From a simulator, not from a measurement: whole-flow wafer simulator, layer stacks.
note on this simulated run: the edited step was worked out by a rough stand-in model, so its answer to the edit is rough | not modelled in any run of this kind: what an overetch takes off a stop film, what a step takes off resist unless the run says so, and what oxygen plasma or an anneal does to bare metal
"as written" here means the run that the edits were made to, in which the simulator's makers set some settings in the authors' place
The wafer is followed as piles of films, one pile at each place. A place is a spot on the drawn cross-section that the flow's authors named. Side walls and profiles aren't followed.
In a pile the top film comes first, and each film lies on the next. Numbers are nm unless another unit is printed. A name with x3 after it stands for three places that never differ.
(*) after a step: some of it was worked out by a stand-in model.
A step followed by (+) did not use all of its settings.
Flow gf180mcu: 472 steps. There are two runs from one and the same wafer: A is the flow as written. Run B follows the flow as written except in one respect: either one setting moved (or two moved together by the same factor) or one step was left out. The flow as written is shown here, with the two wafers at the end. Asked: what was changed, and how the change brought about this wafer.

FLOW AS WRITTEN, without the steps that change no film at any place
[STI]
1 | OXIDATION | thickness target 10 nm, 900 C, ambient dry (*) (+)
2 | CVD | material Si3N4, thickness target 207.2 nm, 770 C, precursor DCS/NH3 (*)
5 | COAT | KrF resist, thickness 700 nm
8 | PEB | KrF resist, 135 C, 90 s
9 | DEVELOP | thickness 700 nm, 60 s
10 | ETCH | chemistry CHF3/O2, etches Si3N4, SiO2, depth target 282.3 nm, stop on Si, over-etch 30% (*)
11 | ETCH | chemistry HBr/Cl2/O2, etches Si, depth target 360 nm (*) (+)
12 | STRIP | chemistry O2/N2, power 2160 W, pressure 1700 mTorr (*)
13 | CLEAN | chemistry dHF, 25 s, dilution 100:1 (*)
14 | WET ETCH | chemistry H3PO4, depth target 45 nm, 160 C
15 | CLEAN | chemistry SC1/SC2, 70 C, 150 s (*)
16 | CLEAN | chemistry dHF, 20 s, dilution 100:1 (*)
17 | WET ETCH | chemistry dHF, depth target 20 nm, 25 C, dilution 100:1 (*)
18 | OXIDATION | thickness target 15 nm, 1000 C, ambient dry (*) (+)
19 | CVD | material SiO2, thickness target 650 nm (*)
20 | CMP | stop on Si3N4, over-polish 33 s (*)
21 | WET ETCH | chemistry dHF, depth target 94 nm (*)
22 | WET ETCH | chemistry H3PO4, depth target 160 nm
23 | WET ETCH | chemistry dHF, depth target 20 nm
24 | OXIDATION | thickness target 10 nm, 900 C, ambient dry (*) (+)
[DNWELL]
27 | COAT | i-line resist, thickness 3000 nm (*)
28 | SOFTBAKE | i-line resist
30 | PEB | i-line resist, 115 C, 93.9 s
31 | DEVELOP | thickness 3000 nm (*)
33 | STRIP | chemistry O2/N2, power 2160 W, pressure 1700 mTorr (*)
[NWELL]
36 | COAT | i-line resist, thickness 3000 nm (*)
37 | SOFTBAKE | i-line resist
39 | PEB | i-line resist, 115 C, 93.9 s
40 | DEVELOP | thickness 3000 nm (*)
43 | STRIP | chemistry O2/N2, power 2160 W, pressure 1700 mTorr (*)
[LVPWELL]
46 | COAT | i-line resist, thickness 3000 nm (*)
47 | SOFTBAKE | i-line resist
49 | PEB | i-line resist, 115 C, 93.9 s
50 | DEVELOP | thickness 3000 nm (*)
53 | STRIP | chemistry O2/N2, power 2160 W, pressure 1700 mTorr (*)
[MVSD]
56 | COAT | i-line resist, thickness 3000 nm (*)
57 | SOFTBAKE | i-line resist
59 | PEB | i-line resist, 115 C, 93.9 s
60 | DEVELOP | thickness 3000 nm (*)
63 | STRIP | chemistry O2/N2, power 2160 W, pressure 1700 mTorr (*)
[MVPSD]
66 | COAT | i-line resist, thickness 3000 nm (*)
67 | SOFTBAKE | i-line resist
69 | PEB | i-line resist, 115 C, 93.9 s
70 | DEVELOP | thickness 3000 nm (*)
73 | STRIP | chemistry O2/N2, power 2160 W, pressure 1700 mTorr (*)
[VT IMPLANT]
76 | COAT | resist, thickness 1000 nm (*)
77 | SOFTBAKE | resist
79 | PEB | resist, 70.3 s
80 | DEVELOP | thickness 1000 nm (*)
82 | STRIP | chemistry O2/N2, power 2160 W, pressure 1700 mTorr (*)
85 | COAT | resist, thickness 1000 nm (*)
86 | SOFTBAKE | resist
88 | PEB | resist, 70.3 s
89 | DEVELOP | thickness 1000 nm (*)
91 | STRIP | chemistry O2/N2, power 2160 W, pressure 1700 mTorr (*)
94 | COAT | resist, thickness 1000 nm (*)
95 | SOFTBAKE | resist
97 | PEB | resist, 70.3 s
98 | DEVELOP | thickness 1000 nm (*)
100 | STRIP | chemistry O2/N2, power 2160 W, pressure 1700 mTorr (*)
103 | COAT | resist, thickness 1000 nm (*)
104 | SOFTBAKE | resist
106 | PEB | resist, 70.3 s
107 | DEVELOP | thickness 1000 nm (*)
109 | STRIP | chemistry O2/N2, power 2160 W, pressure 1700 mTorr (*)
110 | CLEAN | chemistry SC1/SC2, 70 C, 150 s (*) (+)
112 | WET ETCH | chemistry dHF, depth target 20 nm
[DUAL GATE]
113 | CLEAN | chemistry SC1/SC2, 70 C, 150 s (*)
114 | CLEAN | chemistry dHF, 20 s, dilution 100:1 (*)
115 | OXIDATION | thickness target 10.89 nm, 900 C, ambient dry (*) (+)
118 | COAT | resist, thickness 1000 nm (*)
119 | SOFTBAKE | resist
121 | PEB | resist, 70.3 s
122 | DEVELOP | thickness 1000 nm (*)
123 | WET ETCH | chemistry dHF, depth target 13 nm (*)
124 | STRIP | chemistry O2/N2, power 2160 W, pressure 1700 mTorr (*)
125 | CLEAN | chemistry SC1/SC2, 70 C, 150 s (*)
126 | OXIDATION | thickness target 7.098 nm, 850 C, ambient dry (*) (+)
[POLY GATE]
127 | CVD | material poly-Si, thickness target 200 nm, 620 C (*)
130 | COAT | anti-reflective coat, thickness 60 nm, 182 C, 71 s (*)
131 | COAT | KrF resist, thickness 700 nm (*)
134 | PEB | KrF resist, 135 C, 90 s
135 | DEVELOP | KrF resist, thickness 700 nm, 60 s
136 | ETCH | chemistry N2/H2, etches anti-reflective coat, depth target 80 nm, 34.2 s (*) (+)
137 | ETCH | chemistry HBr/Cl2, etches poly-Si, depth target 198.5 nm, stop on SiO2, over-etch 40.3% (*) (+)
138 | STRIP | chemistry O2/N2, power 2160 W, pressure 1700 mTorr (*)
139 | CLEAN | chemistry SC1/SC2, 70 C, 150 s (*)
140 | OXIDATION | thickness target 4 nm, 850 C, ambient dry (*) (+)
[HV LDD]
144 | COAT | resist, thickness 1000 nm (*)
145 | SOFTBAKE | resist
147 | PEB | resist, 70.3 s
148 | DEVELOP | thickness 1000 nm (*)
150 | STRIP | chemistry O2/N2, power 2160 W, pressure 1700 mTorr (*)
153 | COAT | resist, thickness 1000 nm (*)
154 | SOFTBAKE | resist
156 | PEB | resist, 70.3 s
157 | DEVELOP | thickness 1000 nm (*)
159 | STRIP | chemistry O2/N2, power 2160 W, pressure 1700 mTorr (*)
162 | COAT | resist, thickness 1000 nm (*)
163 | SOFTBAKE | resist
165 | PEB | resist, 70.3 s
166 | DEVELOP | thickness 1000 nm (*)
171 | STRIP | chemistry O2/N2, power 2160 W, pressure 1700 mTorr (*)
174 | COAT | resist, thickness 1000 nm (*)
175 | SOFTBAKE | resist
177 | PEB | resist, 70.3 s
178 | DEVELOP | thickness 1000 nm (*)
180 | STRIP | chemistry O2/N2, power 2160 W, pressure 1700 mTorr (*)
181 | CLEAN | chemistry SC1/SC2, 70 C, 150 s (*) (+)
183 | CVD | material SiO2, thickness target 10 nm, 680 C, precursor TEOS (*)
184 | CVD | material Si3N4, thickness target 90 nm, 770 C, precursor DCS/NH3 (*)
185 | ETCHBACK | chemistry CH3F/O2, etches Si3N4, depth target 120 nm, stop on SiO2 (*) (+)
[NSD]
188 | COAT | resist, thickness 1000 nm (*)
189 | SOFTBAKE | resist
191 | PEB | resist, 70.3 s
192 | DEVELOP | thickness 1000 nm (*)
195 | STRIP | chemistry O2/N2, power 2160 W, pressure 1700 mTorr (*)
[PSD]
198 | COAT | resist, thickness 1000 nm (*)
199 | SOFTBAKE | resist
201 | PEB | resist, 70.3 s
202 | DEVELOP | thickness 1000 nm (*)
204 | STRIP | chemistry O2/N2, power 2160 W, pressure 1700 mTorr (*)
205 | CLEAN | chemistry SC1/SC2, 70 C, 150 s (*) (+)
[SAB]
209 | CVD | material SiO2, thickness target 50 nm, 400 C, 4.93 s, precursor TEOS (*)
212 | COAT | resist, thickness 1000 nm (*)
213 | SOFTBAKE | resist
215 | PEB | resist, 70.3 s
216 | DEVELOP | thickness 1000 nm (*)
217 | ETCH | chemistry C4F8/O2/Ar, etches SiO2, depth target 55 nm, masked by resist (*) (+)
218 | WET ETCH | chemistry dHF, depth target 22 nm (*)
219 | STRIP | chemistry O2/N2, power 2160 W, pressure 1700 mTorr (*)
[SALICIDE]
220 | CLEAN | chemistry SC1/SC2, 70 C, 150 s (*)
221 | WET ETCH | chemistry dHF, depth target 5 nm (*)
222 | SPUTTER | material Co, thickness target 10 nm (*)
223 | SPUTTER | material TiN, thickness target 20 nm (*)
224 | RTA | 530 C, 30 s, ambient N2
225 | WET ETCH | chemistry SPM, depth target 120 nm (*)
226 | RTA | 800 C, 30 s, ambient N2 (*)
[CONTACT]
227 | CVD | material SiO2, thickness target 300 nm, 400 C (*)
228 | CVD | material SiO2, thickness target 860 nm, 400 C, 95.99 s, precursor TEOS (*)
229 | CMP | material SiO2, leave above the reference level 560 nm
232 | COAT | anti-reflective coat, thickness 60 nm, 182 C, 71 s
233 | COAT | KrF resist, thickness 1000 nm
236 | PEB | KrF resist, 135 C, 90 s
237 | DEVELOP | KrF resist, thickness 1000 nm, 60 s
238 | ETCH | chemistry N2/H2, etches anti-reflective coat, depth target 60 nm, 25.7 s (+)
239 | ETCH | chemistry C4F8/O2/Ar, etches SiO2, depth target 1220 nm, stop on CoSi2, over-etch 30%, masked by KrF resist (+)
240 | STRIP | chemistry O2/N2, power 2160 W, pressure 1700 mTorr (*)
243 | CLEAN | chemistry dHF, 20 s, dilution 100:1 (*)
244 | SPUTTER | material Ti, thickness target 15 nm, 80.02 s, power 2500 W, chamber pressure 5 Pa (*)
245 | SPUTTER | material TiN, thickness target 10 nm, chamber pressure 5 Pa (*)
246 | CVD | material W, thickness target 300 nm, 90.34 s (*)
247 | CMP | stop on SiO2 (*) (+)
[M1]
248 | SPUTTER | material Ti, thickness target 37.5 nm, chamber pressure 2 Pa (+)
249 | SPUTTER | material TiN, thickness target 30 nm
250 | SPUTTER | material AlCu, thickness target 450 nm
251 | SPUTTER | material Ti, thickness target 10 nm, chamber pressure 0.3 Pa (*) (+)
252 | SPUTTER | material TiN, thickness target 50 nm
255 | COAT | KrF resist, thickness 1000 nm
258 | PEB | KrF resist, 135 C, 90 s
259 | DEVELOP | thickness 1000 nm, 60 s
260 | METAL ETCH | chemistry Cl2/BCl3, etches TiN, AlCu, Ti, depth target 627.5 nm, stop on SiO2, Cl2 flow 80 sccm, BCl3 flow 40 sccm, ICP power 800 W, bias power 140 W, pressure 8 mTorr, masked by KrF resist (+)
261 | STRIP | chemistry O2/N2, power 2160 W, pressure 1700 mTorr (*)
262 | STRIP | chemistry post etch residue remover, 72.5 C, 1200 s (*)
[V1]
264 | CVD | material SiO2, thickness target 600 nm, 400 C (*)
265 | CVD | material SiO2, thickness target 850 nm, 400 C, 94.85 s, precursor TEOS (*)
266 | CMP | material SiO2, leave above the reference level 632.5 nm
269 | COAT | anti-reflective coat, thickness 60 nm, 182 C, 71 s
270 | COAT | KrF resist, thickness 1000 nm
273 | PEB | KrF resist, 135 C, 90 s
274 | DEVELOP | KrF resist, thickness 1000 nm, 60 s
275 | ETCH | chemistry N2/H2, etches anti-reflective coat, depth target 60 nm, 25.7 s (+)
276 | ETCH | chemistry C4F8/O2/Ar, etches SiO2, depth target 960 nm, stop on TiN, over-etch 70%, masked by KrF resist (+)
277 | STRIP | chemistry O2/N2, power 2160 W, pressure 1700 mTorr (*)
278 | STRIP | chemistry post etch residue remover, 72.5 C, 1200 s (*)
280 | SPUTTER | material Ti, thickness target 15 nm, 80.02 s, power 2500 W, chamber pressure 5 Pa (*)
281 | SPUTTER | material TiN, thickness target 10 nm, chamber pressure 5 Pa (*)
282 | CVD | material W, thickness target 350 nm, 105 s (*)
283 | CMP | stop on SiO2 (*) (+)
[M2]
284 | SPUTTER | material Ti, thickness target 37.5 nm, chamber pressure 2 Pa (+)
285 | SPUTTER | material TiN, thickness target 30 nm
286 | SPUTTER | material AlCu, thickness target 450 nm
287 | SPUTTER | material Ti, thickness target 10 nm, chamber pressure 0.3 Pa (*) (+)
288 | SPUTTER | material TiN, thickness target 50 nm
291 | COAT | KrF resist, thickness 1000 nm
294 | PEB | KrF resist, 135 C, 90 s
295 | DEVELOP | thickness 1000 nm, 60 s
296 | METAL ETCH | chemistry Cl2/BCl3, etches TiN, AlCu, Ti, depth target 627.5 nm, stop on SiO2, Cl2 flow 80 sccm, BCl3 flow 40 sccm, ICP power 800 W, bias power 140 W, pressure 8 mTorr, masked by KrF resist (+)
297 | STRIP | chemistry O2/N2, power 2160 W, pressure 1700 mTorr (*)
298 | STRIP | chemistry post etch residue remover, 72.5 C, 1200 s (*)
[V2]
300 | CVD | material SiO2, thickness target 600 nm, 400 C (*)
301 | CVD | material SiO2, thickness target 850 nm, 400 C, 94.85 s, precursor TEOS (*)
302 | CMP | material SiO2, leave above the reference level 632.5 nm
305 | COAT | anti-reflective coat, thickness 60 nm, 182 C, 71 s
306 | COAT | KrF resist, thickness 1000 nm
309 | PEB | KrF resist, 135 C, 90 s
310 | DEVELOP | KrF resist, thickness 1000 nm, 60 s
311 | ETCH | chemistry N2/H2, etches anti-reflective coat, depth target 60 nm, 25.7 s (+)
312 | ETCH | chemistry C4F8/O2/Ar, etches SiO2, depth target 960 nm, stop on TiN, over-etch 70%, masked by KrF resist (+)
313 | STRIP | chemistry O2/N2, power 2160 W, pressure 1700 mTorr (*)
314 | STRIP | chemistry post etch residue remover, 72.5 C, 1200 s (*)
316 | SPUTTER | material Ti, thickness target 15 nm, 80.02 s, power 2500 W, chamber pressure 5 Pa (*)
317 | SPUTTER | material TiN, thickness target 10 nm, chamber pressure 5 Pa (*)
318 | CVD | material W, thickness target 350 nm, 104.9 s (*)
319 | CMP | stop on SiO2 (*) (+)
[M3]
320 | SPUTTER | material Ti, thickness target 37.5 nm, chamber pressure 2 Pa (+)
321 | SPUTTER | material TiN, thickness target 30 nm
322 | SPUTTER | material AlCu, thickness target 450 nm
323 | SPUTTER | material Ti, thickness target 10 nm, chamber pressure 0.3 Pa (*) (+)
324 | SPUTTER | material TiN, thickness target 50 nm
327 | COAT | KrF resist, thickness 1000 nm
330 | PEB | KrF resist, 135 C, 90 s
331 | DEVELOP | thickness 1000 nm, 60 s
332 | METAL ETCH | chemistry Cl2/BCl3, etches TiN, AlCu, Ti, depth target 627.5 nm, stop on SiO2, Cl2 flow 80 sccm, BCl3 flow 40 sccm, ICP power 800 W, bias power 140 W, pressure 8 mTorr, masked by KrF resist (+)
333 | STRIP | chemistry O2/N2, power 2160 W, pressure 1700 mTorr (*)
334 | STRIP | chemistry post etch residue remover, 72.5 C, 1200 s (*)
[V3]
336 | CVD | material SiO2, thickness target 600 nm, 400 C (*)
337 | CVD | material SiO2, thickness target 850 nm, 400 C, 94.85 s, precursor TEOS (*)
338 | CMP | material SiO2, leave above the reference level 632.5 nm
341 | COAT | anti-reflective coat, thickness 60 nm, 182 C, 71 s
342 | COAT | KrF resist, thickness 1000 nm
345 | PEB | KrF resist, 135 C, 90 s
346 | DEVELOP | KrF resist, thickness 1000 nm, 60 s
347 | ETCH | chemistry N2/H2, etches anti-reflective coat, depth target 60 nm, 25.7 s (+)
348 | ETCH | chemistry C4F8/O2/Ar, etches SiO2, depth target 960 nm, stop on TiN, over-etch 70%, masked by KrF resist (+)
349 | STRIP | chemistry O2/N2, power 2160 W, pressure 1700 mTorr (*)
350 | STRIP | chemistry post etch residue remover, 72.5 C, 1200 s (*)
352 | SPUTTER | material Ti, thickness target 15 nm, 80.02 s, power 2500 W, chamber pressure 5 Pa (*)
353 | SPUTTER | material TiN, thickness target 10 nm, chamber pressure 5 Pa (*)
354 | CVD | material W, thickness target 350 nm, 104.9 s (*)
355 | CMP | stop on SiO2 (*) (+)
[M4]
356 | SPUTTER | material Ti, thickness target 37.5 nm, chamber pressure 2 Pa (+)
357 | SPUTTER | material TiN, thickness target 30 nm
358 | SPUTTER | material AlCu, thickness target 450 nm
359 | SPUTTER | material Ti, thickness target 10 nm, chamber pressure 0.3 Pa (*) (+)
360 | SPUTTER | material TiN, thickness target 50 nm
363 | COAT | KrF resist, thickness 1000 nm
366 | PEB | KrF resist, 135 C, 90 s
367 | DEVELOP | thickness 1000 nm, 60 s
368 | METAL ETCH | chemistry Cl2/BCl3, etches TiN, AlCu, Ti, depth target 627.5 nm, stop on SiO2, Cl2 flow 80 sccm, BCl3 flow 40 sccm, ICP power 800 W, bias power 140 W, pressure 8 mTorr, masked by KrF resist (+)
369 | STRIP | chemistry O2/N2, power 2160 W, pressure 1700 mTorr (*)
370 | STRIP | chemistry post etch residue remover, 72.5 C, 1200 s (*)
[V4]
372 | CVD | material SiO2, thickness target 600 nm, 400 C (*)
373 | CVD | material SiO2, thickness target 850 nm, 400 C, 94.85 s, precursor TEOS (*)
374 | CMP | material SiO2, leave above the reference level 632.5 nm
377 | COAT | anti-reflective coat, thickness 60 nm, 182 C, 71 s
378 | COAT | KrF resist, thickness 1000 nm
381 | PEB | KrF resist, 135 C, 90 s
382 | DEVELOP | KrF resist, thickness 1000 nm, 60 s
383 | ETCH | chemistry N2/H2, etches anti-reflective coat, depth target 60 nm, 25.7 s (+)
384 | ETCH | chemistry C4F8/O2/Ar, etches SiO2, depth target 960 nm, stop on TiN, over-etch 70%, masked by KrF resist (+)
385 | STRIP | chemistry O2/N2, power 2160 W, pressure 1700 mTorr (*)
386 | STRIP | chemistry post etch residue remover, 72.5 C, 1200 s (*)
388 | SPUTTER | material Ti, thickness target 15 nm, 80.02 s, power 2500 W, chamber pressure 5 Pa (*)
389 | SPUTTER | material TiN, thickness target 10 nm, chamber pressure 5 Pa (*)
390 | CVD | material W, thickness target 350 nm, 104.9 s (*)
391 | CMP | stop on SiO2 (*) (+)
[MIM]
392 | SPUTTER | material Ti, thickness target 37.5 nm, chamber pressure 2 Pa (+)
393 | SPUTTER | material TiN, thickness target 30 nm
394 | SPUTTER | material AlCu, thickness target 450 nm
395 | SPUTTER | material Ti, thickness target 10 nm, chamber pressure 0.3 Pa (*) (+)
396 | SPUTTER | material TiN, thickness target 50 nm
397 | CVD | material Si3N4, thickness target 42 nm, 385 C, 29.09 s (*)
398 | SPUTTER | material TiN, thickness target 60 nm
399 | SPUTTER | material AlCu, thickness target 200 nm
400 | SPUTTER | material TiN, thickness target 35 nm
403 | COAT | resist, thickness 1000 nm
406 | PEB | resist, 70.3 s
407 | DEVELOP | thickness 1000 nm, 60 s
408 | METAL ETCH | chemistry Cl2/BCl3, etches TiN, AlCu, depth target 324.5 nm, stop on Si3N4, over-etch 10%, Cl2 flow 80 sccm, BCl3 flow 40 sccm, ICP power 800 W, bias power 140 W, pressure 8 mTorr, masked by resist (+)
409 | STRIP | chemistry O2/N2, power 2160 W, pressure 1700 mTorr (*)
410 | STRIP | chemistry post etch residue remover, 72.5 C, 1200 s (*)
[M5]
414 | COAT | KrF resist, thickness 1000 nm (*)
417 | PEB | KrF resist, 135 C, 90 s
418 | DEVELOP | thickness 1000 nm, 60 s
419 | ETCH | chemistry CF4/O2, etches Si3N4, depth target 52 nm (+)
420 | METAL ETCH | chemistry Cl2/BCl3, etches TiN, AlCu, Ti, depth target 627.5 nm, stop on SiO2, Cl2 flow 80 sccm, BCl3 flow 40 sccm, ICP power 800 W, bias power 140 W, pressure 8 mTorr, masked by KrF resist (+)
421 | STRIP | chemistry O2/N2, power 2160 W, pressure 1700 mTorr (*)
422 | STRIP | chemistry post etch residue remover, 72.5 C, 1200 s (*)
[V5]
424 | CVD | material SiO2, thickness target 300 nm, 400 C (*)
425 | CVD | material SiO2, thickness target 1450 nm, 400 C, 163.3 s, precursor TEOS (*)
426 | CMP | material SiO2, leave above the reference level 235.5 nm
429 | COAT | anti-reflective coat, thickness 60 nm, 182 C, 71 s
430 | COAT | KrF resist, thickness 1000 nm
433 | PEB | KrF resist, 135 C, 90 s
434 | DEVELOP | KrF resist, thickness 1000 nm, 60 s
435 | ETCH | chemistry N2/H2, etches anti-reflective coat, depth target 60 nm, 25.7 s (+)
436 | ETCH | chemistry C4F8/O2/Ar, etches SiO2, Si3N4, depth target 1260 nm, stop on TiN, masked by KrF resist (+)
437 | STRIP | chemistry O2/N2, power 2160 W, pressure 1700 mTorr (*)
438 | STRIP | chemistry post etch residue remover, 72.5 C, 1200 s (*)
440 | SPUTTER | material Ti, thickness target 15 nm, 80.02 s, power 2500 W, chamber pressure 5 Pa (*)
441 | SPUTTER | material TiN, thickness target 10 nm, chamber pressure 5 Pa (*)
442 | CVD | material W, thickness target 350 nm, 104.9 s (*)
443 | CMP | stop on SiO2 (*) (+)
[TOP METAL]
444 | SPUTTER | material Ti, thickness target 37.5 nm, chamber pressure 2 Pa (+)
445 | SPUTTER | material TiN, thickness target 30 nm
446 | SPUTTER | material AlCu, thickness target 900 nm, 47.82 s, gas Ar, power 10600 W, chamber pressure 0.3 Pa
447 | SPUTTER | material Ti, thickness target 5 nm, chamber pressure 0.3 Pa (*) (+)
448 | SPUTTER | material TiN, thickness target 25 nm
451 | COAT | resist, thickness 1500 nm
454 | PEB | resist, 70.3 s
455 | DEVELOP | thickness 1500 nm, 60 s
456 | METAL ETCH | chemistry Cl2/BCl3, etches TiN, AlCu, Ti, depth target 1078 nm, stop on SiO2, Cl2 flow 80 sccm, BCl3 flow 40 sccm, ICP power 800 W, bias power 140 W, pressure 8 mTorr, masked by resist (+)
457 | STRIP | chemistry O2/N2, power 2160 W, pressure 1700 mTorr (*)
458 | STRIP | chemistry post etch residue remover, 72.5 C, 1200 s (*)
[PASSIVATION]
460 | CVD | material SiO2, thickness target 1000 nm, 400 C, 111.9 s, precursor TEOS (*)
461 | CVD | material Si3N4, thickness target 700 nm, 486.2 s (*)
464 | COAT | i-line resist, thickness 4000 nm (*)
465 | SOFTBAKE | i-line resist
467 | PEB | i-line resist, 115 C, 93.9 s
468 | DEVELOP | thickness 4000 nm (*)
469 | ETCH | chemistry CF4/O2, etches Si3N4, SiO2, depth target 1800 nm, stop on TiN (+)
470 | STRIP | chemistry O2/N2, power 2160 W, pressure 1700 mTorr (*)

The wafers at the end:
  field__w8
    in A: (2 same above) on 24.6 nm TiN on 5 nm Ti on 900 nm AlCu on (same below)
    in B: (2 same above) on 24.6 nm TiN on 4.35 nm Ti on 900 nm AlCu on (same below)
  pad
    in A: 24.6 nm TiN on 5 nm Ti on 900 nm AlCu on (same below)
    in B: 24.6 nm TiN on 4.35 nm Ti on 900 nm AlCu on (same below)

What caused this: step 447, SPUTTER: thickness target 4.35 nm was run, though the flow has thickness target 5 nm.
The wafer itself shows it: field__w8 has Ti 4.35, and step 447 as written asks for 5 nm.

Step by step, how the change led to this:
  447 | SPUTTER | material Ti, thickness target 5 nm, chamber pressure 0.3 Pa (*) (+)
      field, field__w1, field__w2 and 109 more: A +5 Ti (new film) | B +4.35 Ti (new film)
  456 | METAL ETCH | chemistry Cl2/BCl3, etches TiN, AlCu, Ti, depth target 1078 nm, stop on SiO2, Cl2 flow 80 sccm, BCl3 flow 40 sccm, ICP power 800 W, bias power 140 W, pressure 8 mTorr, masked by resist (+)
      field, field__w1, field__w2 and 103 more: A -25 TiN (all of it), -5 Ti (all of it), -900 AlCu (all of it), -30 TiN (all of it), -37.5 Ti (all of it) | B -25 TiN (all of it), -4.35 Ti (all of it), -900 AlCu (all of it), -30 TiN (all of it), -37.5 Ti (all of it)
